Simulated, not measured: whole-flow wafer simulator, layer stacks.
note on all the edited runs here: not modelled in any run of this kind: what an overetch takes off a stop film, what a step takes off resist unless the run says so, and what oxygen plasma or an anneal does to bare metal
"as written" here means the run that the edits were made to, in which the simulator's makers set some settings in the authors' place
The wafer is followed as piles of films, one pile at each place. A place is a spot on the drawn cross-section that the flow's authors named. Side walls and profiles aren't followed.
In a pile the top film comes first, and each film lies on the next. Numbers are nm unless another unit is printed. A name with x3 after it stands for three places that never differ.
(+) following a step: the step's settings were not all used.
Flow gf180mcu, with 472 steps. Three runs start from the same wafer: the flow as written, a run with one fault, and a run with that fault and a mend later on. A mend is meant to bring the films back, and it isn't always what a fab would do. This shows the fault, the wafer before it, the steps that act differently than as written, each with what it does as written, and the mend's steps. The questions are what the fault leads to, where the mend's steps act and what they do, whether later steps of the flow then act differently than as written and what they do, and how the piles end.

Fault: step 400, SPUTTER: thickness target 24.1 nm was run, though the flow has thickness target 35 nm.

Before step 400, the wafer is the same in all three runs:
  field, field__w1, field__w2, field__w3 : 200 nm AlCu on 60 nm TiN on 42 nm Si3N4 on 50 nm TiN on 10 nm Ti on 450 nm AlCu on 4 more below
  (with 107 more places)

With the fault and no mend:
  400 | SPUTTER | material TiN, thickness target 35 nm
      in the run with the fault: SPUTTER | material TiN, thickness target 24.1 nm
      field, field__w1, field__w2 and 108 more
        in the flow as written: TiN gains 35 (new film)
        in the run with the fault: TiN gains 24.1 (new film)
  Steps later in the flow that act otherwise than as written (not shown: 9 more steps that differ only slightly, by at most 2% or 0.5 nm, whichever is larger):
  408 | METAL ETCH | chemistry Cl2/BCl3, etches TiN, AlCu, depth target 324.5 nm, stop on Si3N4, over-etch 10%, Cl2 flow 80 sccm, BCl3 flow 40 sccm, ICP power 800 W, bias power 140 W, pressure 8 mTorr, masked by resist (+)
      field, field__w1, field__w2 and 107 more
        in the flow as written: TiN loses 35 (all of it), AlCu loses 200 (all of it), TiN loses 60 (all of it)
        in the run with the fault: TiN loses 24.1 (all of it), AlCu loses 200 (all of it), TiN loses 60 (all of it)
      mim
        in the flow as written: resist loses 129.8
        in the run with the fault: resist loses 125
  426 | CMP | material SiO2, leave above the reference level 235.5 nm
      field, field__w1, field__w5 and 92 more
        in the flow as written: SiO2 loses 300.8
        in the run with the fault: SiO2 loses 311.7
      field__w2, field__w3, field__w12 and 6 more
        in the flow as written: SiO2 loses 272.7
        in the run with the fault: SiO2 loses 283.6
  At mim, the piles at the end differ from the flow's by more than 2% or 0.5 nm, whichever is larger.
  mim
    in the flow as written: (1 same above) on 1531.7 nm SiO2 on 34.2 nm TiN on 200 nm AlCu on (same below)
    in the run with the fault: (1 same above) on 1531.7 nm SiO2 on 23.3 nm TiN on 200 nm AlCu on (same below)

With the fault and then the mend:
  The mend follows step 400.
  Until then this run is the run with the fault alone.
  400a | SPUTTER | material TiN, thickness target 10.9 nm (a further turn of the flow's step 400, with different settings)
      field, field__w1, field__w2 and 108 more
        TiN gains 10.9
  Later steps of the flow that are run all act as written at every place that is followed.
  By the end, the piles equal the flow's at every place that both follow.
